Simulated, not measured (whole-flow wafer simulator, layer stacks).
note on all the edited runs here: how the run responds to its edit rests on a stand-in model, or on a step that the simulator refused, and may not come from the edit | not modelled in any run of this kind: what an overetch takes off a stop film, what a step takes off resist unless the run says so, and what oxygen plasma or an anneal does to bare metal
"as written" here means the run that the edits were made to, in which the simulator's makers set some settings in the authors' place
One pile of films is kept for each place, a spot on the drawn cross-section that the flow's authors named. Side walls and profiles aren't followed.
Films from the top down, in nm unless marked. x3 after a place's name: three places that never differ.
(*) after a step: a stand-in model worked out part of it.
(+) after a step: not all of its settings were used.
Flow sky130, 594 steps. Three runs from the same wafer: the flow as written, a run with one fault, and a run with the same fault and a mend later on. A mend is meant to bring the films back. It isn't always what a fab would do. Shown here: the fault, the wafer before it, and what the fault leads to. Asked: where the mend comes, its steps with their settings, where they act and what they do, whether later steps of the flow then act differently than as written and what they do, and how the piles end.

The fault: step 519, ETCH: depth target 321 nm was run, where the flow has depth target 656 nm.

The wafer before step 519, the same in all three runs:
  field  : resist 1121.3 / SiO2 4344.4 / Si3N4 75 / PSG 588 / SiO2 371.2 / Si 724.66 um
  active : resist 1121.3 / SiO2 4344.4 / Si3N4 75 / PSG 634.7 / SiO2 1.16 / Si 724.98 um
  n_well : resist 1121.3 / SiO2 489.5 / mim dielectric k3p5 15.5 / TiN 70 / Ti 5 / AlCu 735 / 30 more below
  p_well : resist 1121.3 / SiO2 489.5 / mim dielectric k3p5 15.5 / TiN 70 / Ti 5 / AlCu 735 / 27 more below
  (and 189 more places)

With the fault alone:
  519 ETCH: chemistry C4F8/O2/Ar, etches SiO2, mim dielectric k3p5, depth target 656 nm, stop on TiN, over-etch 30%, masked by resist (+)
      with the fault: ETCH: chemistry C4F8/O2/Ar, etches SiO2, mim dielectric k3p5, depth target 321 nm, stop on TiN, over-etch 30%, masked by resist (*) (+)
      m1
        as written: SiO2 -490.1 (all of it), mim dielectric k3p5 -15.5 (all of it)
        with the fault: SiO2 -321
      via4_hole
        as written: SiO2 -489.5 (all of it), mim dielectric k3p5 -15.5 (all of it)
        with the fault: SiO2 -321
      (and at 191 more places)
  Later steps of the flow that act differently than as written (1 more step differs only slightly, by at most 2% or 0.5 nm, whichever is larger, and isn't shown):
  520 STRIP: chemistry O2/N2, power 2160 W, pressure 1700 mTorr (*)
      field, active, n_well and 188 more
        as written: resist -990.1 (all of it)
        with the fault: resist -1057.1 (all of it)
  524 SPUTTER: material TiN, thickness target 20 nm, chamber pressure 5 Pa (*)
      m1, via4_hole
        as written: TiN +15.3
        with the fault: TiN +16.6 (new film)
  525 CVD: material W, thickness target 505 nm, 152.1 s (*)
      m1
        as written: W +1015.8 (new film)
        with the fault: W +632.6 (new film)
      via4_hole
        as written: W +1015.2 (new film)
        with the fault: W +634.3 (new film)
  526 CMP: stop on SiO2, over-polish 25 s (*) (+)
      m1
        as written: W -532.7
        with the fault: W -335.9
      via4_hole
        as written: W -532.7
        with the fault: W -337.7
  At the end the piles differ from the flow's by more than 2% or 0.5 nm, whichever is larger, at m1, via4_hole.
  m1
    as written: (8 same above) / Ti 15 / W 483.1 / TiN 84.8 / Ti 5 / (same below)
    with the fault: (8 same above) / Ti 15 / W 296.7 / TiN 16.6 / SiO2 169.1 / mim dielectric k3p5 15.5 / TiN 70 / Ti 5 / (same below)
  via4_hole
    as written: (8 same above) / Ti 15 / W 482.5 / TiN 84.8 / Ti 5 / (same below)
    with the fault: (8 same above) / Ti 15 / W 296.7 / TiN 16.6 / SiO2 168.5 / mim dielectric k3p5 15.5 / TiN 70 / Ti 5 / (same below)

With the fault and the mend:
  The mend comes after step 519.
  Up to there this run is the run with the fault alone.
  519a ETCH: chemistry C4F8/O2/Ar, etches SiO2, mim dielectric k3p5, depth target 335 nm, stop on TiN, over-etch 30%, masked by resist (+) (the flow's step 519 once more, with other settings)
      field, active, n_well and 188 more
        resist -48
      m1
        SiO2 -169.1 (all of it), mim dielectric k3p5 -15.5 (all of it)
      via4_hole
        SiO2 -168.5 (all of it), mim dielectric k3p5 -15.5 (all of it)
  No later step of the flow acts differently than as written, at any place that is followed, by more than 2% or 0.5 nm, whichever is larger.
  At the end the piles are the same as the flow's at every place that both follow.
